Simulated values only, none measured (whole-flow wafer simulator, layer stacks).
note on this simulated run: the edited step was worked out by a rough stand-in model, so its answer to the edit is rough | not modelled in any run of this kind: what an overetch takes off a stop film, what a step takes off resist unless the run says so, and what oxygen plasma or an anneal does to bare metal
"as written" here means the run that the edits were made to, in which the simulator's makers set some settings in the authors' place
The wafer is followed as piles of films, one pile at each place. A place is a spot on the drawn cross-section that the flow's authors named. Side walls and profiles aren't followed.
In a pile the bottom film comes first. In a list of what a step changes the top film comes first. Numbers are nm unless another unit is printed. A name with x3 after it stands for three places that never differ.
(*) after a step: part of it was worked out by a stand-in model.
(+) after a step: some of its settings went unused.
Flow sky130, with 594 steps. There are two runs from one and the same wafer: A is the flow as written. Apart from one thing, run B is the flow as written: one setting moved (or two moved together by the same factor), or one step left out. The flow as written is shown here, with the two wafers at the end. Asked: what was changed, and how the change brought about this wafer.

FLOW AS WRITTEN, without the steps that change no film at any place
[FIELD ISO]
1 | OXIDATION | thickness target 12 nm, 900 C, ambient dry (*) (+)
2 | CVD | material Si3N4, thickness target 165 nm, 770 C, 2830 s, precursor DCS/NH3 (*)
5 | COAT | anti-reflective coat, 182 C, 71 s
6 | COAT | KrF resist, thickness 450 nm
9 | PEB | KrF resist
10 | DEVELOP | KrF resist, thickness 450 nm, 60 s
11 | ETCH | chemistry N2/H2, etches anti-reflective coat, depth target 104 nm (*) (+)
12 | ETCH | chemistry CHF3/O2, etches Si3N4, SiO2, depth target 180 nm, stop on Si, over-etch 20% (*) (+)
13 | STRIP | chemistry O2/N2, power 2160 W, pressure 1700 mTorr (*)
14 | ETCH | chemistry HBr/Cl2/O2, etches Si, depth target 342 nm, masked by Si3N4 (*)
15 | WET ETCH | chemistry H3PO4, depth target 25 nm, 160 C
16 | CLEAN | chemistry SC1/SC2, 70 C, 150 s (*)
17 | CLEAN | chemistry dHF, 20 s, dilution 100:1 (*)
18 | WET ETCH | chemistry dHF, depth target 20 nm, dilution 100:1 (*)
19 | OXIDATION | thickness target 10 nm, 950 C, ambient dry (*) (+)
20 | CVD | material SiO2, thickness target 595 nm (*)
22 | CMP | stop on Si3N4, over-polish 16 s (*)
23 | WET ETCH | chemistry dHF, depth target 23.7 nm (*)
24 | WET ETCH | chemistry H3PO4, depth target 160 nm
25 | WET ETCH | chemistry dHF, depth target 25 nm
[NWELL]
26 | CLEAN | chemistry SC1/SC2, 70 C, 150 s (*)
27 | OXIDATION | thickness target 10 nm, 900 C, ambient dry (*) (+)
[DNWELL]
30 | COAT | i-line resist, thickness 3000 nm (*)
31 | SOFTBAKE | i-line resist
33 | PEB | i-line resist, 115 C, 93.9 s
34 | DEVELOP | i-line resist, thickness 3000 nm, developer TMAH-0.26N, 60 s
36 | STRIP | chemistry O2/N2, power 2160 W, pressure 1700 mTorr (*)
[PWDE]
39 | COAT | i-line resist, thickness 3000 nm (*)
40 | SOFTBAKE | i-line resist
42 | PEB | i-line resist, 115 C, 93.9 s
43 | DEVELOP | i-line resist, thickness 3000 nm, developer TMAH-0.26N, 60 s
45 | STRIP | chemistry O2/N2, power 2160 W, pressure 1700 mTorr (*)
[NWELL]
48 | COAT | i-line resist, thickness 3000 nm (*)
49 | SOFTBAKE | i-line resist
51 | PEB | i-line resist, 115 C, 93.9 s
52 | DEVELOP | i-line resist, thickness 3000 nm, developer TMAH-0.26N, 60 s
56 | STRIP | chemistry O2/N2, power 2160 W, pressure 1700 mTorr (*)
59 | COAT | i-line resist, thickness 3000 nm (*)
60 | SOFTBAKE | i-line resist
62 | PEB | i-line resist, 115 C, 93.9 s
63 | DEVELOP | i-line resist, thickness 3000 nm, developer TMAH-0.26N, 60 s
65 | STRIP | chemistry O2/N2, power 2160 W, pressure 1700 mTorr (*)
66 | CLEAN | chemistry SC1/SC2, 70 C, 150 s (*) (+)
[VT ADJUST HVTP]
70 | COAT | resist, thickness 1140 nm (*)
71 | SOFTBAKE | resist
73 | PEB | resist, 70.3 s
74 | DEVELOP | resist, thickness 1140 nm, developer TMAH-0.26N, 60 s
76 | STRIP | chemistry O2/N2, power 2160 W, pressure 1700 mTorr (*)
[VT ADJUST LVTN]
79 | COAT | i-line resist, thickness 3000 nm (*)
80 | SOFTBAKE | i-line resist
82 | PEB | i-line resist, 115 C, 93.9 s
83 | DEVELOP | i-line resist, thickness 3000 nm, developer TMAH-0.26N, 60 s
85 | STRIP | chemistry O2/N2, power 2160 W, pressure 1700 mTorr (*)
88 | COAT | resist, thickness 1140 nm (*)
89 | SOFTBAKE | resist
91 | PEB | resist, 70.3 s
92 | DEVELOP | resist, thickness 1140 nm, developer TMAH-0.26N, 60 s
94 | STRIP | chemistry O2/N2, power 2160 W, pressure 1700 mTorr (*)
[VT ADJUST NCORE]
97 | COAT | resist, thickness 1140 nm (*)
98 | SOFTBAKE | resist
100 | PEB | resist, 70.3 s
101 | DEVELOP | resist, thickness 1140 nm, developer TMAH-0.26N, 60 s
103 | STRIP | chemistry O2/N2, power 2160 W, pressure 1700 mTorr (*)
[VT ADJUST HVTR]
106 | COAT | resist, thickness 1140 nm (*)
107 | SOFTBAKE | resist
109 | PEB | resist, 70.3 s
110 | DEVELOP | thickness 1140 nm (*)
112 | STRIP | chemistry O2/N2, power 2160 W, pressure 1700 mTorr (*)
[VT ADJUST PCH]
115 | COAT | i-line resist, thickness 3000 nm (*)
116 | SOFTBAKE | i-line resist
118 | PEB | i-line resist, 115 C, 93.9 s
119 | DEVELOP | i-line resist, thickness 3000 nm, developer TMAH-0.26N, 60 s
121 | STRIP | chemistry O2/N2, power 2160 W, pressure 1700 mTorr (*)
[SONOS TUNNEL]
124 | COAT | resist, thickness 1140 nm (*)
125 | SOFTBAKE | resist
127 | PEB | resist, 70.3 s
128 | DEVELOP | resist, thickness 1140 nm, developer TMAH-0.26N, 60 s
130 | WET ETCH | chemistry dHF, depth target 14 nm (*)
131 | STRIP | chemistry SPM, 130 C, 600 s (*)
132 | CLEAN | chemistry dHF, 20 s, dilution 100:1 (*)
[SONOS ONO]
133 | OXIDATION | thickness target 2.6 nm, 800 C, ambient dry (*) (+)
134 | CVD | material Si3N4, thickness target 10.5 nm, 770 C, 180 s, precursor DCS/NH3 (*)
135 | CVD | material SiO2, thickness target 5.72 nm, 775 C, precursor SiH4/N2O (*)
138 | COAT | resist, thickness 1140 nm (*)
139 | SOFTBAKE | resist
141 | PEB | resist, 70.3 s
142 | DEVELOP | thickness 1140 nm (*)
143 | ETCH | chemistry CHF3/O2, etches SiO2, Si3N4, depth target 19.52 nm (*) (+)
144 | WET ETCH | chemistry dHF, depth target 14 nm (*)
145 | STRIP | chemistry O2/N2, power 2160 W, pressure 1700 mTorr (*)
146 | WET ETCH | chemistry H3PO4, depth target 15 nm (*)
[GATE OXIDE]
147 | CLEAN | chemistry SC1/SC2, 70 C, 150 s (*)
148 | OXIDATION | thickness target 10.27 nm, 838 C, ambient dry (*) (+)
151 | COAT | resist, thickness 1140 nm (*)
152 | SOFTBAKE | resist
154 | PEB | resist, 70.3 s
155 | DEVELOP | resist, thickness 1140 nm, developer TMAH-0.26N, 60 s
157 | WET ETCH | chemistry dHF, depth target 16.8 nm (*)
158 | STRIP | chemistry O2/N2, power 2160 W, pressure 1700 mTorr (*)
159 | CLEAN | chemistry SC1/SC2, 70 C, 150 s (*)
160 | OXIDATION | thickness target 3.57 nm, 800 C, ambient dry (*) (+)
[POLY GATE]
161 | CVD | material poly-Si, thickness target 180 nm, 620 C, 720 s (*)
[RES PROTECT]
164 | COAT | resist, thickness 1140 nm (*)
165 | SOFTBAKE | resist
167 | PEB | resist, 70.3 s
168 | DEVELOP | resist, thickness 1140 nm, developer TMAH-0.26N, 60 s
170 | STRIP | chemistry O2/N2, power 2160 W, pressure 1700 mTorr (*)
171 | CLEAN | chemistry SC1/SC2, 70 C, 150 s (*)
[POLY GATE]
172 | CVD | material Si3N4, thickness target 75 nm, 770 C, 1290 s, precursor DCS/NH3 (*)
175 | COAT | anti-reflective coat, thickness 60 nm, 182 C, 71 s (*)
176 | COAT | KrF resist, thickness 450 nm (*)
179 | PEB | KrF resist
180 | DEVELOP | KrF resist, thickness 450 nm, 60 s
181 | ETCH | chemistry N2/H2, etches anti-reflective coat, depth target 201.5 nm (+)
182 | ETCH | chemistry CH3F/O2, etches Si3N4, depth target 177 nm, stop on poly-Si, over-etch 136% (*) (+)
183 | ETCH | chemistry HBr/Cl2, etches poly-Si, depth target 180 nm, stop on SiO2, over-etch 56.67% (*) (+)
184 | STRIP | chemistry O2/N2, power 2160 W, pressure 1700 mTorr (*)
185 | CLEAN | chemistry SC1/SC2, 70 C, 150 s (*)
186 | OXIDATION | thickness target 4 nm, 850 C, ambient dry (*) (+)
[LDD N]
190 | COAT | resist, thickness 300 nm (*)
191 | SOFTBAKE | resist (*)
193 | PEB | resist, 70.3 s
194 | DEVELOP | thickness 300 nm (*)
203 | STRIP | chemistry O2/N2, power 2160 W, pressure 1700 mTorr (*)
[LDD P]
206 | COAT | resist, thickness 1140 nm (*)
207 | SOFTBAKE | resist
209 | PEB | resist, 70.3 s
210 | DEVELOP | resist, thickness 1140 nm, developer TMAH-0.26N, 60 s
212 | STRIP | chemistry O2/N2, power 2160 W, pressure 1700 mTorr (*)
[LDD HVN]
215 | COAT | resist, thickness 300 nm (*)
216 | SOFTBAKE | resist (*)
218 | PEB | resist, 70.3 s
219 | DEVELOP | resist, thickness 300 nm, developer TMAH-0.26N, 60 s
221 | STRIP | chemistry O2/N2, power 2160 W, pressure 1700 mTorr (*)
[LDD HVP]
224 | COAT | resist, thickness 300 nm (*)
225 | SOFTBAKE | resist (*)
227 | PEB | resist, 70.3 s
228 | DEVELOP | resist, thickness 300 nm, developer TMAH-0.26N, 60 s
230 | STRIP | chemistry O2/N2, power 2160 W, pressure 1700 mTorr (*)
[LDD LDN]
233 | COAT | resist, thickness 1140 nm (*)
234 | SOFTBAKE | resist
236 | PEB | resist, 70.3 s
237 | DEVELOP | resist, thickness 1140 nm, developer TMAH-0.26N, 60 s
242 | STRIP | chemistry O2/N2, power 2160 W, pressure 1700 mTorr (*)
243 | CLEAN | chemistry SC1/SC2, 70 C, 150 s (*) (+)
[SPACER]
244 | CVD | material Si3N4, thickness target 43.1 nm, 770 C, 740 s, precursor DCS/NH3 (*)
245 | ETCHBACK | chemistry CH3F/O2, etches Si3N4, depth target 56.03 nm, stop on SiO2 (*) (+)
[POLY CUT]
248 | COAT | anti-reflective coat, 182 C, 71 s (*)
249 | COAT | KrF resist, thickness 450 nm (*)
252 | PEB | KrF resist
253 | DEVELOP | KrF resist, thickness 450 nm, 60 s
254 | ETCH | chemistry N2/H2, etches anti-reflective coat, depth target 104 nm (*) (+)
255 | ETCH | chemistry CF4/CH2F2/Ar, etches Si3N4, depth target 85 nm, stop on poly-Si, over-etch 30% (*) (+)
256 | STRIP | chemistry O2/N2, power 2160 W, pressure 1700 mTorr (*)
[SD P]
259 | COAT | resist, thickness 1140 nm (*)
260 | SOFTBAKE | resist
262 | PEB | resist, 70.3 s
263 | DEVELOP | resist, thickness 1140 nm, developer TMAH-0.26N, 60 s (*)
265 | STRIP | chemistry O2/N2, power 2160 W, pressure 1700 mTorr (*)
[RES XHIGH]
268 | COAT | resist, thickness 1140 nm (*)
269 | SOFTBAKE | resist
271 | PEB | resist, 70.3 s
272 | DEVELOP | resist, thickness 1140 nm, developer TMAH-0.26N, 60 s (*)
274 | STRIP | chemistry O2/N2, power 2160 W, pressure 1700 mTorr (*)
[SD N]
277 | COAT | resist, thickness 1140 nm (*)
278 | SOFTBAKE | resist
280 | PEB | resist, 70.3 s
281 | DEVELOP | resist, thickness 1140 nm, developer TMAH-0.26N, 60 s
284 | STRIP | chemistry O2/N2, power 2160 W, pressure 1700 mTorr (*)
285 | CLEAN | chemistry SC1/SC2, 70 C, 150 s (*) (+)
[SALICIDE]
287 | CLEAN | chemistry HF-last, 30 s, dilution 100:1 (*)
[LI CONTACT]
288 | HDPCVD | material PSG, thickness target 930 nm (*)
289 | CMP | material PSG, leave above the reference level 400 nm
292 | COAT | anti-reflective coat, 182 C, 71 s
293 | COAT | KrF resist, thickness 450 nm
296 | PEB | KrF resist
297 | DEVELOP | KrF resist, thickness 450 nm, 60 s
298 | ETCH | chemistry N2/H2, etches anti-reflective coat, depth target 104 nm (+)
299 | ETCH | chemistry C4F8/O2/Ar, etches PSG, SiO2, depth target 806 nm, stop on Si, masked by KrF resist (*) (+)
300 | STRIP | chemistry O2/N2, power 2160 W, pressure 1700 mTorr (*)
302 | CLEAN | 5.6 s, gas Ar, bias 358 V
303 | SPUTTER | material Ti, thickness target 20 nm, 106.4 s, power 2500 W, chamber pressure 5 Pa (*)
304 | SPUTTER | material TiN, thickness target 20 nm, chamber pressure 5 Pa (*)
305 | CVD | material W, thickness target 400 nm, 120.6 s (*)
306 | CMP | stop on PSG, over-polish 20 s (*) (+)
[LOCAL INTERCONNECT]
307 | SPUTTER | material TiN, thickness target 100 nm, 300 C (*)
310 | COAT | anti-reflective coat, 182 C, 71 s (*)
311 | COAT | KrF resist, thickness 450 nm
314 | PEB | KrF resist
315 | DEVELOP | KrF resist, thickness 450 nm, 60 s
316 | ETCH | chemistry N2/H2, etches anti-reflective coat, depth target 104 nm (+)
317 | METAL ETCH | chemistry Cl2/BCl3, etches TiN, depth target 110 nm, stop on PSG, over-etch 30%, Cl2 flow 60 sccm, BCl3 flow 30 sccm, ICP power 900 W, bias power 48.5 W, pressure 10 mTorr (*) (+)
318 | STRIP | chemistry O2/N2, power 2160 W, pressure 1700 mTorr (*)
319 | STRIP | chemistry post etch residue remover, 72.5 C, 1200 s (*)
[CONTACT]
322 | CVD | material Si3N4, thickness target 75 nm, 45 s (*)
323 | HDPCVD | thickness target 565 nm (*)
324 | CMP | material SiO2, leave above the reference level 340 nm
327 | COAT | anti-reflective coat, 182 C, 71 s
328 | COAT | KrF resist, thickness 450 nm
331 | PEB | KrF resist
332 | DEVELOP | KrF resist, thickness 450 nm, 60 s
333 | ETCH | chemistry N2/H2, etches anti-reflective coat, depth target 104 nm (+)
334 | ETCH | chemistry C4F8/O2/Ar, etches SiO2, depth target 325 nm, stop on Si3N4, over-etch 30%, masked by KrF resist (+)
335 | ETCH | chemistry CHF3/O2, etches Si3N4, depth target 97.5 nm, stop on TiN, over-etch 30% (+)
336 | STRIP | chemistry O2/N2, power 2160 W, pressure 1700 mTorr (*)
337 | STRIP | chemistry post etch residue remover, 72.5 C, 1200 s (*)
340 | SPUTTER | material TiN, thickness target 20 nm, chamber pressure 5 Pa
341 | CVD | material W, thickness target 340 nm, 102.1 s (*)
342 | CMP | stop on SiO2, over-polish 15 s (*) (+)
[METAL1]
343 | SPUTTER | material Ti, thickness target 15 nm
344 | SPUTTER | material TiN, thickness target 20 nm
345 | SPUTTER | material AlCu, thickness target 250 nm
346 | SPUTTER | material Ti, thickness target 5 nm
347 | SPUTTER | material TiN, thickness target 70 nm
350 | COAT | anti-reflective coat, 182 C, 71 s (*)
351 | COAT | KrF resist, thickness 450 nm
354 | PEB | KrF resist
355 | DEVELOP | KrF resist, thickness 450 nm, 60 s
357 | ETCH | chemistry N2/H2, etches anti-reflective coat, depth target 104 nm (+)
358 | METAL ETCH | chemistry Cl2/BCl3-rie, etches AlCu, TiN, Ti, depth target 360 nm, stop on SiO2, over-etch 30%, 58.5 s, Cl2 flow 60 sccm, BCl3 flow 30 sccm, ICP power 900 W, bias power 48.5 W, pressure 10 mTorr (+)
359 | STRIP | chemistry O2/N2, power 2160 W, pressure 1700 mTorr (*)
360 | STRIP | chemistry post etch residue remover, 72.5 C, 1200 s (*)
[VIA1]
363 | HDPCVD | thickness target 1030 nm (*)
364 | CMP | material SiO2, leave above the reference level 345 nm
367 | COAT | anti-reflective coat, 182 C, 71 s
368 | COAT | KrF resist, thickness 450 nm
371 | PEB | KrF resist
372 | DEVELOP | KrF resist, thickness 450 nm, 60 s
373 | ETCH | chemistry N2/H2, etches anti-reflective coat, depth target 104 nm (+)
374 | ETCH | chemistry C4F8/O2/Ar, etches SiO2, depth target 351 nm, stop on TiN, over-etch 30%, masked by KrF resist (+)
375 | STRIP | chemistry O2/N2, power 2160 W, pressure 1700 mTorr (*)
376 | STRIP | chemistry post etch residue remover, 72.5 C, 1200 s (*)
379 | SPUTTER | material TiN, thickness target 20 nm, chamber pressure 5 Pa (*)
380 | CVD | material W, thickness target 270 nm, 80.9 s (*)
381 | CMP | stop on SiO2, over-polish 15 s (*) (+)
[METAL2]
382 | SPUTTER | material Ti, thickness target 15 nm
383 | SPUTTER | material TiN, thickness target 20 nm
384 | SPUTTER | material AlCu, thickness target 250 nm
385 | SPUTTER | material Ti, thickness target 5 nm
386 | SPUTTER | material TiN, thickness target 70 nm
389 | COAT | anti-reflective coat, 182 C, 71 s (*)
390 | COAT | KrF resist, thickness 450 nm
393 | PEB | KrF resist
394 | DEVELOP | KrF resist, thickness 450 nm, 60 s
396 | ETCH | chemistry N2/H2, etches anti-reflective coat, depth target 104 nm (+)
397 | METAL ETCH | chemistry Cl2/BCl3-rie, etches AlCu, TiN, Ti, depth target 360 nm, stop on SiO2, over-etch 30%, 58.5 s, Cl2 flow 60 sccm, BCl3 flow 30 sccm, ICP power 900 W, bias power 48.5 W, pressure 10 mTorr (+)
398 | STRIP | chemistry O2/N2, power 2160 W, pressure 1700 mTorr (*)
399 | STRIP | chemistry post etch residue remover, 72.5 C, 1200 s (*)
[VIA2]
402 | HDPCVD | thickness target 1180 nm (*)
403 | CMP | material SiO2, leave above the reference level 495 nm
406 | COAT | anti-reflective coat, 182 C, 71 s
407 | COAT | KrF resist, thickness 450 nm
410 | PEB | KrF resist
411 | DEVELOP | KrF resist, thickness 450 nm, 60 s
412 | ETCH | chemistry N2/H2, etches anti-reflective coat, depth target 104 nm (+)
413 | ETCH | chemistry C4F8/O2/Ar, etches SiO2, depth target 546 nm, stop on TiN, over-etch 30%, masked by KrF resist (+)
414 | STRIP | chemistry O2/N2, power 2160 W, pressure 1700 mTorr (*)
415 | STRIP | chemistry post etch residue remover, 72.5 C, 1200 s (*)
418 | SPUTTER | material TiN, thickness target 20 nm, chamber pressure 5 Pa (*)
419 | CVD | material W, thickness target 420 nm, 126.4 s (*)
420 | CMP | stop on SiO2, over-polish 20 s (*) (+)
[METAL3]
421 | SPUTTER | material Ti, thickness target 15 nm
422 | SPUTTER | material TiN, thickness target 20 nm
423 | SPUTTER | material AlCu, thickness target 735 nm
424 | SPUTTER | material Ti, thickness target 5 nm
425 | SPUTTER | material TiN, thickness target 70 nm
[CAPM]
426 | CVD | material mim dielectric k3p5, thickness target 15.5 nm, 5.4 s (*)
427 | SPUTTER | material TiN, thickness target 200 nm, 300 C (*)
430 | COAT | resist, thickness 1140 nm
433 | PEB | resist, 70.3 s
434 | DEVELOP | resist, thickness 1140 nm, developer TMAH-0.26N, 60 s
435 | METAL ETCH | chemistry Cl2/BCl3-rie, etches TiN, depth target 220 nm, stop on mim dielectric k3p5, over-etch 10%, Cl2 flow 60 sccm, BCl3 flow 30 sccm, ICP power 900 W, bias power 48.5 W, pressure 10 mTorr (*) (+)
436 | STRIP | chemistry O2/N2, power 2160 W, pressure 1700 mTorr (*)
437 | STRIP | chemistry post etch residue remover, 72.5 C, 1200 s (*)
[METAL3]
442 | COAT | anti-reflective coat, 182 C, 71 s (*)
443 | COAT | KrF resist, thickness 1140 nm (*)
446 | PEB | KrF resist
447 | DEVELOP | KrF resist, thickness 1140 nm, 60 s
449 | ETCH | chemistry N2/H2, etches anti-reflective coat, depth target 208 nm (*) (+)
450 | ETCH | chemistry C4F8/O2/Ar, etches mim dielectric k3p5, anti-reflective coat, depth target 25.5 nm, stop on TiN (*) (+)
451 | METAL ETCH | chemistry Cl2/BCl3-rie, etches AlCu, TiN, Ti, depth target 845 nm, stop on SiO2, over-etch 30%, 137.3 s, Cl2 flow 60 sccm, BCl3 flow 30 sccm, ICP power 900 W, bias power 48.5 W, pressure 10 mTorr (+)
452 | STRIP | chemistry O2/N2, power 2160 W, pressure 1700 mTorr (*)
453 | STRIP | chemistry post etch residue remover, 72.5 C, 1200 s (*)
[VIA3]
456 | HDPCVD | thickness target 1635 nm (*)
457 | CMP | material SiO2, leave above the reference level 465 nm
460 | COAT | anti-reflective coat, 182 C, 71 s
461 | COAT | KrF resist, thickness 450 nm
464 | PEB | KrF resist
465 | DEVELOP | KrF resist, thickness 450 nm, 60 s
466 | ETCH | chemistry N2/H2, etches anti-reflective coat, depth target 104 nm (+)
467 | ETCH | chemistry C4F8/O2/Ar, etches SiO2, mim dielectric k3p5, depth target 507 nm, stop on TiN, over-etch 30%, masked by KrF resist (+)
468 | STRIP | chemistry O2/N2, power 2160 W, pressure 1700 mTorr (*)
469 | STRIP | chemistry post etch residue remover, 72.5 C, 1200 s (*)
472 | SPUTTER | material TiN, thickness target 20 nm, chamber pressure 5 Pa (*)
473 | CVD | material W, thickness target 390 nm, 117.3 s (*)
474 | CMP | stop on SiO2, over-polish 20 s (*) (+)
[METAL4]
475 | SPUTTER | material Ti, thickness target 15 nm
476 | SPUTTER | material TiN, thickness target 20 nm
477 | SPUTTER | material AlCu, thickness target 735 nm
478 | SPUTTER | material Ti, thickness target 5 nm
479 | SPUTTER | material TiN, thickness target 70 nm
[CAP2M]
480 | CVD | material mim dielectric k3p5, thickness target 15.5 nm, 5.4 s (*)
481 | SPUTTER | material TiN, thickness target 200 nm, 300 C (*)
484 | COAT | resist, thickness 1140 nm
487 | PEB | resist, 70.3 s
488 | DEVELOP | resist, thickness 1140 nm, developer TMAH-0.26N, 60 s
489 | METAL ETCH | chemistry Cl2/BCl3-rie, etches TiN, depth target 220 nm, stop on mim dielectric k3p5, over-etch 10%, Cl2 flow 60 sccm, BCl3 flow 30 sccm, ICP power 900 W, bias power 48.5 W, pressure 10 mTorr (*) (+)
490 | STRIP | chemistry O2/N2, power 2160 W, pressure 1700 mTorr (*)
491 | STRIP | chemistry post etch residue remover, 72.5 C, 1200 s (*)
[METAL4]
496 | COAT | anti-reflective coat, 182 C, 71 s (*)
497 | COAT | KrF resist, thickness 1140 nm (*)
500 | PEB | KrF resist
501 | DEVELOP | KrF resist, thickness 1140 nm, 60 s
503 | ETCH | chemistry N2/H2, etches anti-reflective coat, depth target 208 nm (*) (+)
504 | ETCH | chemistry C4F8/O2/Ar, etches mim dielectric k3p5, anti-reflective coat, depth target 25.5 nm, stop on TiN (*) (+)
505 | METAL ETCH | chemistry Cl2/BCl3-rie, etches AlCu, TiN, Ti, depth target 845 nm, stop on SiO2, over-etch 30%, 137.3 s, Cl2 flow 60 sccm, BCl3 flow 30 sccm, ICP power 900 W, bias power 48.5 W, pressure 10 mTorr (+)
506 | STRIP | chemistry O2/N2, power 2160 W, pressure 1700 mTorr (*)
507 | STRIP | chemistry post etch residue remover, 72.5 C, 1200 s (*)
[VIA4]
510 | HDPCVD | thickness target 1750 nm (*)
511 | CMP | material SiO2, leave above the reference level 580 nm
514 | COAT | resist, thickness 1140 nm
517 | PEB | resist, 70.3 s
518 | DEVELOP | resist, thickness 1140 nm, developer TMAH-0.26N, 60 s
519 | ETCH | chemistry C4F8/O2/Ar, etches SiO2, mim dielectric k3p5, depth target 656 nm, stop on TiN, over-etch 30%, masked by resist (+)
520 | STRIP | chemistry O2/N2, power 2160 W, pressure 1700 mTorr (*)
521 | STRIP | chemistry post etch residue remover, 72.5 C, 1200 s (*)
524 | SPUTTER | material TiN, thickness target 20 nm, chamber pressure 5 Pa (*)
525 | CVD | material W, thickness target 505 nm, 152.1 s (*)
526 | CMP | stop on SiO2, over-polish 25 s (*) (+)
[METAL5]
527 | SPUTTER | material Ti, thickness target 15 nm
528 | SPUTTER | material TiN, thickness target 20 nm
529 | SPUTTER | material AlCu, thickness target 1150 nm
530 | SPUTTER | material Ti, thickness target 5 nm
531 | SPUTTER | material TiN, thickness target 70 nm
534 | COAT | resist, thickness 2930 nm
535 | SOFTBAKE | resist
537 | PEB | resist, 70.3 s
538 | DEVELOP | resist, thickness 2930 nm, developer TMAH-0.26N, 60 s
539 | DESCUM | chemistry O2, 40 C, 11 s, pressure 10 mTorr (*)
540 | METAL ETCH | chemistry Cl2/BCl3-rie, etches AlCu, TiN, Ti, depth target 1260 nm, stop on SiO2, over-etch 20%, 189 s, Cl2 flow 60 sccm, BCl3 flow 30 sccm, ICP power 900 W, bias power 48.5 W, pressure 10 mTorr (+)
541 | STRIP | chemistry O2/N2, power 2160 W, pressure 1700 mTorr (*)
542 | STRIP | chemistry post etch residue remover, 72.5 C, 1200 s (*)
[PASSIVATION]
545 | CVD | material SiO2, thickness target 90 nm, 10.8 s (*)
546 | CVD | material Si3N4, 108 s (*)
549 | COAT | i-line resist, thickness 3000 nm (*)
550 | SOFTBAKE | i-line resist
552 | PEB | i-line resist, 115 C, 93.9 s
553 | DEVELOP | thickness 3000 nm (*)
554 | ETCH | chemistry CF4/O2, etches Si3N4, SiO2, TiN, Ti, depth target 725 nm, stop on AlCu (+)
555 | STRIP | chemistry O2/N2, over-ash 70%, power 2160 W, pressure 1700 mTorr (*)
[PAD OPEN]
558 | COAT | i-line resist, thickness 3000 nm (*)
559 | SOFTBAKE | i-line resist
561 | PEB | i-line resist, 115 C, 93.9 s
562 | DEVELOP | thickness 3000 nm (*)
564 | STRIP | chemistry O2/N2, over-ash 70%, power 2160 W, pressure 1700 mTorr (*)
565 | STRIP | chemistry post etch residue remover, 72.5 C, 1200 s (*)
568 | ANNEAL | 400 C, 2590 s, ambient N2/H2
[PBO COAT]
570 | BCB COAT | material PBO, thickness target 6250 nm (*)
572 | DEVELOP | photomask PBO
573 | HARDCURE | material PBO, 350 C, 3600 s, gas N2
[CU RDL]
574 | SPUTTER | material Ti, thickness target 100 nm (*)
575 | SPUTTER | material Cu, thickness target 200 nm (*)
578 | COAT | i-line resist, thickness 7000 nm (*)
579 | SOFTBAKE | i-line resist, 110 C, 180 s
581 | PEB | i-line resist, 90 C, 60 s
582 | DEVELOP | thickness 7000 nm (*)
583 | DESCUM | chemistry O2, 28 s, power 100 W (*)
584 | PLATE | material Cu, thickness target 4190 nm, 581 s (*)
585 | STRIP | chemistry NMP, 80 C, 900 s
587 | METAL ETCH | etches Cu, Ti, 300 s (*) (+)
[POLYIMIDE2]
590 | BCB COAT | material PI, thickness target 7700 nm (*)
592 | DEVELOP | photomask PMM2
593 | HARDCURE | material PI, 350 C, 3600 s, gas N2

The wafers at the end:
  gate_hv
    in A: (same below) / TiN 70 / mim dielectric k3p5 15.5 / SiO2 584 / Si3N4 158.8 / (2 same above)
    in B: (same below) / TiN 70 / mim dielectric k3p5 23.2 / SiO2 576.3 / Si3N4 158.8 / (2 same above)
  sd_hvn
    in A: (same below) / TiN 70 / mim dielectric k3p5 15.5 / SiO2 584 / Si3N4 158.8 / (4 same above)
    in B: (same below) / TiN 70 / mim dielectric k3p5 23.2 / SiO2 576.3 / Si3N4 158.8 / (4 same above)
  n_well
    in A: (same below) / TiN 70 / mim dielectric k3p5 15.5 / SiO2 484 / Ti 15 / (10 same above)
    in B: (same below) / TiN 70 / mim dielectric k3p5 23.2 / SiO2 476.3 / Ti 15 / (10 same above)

What caused this: step 480, CVD: thickness target 23.2 nm was run, though the flow has thickness target 15.5 nm; step 480, CVD: 8.1 s was run, where the flow has 5.4 s.
One can read it off the wafer: gate_hv has mim dielectric k3p5 23.2, and step 480 as written asks for 15.5 nm.

The path from the change to this, step by step:
  480 | CVD | material mim dielectric k3p5, thickness target 15.5 nm, 5.4 s (*)
      field, active, n_well and 189 more: A +15.5 mim dielectric k3p5 (new film) | B +23.2 mim dielectric k3p5 (new film)
  504 | ETCH | chemistry C4F8/O2/Ar, etches mim dielectric k3p5, anti-reflective coat, depth target 25.5 nm, stop on TiN (*) (+)
      n_well, p_well, gate_hv and 102 more: A -15.5 KrF resist | B -17 KrF resist
      field, active, gate and 85 more: A -15.5 mim dielectric k3p5 (all of it) | B -23.2 mim dielectric k3p5 (all of it)
  519 | ETCH | chemistry C4F8/O2/Ar, etches SiO2, mim dielectric k3p5, depth target 656 nm, stop on TiN, over-etch 30%, masked by resist (+)
      m1: A -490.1 SiO2 (all of it), -15.5 mim dielectric k3p5 (all of it) | B -482.4 SiO2 (all of it), -23.2 mim dielectric k3p5 (all of it)
      via4_hole: A -489.5 SiO2 (all of it), -15.5 mim dielectric k3p5 (all of it) | B -481.8 SiO2 (all of it), -23.2 mim dielectric k3p5 (all of it)
